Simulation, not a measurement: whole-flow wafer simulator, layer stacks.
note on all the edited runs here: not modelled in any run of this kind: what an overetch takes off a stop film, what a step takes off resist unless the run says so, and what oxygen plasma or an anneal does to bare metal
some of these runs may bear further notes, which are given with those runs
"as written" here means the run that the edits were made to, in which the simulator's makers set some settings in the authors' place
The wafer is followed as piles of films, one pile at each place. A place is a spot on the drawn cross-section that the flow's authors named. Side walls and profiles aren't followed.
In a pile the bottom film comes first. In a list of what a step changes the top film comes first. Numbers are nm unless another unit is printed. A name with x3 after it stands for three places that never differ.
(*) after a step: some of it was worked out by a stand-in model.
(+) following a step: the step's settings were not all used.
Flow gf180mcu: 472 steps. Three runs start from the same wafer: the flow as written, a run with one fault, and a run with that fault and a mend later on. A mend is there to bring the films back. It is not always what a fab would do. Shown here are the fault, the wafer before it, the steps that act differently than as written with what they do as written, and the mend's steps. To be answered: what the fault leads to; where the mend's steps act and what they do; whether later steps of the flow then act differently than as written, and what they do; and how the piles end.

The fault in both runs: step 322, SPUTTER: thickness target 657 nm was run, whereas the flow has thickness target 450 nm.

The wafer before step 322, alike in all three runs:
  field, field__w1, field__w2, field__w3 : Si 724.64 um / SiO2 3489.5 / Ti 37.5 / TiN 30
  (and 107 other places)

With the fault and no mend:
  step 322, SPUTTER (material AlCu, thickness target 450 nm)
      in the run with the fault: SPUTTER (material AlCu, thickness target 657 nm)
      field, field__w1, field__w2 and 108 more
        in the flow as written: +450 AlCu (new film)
        in the run with the fault: +657 AlCu (new film)
  Later steps of the flow acting differently than as written:
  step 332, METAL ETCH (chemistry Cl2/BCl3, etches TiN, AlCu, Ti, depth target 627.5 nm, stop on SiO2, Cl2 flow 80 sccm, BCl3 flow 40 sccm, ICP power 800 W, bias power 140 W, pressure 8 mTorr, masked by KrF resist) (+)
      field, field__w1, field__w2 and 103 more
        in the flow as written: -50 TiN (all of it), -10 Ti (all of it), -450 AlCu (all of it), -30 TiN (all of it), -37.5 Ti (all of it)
        in the run with the fault: -50 TiN (all of it), -10 Ti (all of it), -567.5 AlCu
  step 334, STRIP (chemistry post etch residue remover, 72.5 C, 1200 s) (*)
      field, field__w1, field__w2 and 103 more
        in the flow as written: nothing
        in the run with the fault: -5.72 AlCu
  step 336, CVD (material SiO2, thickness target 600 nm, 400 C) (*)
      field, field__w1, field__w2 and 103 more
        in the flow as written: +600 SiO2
        in the run with the fault: +600 SiO2 (new film)
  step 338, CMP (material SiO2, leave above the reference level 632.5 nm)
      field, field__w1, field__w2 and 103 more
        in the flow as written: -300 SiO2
        in the run with the fault: -244.3 SiO2
  The piles end different from the flow's at field, field__w1, field__w2 and 109 more by more than 2% or 0.5 nm, whichever is larger.
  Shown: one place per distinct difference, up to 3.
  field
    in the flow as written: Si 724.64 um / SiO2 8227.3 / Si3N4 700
    in the run with the fault: Si 724.64 um / SiO2 3489.5 / Ti 37.5 / TiN 30 / AlCu 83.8 / SiO2 4793.5 / Si3N4 700
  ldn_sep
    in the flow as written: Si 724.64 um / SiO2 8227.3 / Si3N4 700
    in the run with the fault: Si 724.64 um / SiO2 3489.4 / Ti 37.5 / TiN 30 / AlCu 83.8 / SiO2 4793.5 / Si3N4 700
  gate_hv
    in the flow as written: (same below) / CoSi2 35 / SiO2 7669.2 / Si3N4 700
    in the run with the fault: (same below) / CoSi2 35 / SiO2 2931.3 / Ti 37.5 / TiN 30 / AlCu 83.8 / SiO2 4793.5 / Si3N4 700

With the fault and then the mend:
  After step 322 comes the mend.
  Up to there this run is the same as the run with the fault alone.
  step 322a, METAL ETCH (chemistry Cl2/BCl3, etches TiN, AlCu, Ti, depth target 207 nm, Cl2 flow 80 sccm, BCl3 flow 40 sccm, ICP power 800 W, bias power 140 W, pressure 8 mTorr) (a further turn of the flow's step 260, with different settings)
      field, field__w1, field__w2 and 108 more
        -207 AlCu
  None of the later steps of the flow acts differently than as written at any place that is followed.
  At every place that both follow, the piles at the end match the flow's.
